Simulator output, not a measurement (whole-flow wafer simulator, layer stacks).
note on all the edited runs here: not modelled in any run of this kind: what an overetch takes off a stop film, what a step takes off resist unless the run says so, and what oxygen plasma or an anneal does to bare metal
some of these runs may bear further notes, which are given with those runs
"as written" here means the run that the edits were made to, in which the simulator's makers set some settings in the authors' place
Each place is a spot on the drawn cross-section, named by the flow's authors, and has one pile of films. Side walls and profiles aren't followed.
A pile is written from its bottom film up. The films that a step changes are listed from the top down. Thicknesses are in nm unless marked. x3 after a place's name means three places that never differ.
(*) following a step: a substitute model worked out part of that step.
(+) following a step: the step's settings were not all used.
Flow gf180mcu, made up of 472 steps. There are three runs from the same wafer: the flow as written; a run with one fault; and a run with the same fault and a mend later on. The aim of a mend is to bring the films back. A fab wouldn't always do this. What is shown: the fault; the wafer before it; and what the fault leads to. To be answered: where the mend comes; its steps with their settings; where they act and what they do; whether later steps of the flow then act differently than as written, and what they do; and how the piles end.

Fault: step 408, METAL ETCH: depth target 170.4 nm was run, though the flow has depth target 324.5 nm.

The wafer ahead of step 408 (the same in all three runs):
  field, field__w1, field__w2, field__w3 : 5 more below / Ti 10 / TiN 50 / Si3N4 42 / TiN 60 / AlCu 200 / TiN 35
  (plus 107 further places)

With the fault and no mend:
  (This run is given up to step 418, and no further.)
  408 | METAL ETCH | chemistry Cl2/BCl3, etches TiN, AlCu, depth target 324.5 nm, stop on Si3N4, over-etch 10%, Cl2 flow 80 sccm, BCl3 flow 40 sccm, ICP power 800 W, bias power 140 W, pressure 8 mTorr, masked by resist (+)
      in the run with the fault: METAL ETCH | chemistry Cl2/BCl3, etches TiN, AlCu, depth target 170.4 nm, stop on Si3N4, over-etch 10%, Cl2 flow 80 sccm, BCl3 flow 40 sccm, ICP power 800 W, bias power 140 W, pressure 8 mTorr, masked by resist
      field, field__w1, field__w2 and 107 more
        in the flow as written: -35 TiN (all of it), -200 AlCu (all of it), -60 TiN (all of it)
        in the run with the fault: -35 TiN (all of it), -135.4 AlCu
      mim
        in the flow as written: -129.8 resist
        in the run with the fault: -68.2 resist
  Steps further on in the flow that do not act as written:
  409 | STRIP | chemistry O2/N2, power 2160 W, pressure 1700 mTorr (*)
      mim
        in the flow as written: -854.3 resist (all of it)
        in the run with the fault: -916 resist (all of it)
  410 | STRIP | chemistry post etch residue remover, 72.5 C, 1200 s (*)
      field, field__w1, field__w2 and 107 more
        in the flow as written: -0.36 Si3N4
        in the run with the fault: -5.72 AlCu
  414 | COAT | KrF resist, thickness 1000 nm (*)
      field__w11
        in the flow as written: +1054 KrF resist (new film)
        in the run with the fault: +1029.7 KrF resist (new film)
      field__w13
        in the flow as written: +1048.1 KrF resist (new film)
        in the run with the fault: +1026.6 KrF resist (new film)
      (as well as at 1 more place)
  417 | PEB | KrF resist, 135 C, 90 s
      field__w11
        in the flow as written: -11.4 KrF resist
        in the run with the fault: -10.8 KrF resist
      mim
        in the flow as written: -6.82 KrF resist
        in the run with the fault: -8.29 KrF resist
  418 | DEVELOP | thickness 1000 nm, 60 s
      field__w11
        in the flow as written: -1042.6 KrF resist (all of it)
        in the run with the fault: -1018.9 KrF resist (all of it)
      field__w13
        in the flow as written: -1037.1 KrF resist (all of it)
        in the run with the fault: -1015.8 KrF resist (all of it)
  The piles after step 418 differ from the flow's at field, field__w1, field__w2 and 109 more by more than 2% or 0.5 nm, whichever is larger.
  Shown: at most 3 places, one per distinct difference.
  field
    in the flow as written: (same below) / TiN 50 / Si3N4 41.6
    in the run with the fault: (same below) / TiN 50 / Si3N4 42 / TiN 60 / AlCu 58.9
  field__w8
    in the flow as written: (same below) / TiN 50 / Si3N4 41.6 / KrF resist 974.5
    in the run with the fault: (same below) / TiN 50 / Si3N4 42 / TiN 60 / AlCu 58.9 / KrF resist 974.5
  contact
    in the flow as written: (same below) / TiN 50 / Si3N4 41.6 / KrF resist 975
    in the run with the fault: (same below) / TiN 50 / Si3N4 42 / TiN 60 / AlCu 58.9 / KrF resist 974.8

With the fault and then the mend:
  The mend stands after step 408.
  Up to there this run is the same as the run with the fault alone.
  408a | METAL ETCH | chemistry Cl2/BCl3, etches TiN, AlCu, depth target 154.1 nm, stop on Si3N4, over-etch 10%, Cl2 flow 80 sccm, BCl3 flow 40 sccm, ICP power 800 W, bias power 140 W, pressure 8 mTorr, masked by resist (+) (the flow's step 408, run once more with other settings)
      field, field__w1, field__w2 and 107 more
        -64.6 AlCu (all of it), -60 TiN (all of it)
      mim
        -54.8 resist
  None of the later steps of the flow differs from how it acts as written, at any place that is followed, by more than 2% or 0.5 nm, whichever is larger.
  The piles end the same as the flow's at every place that both follow.
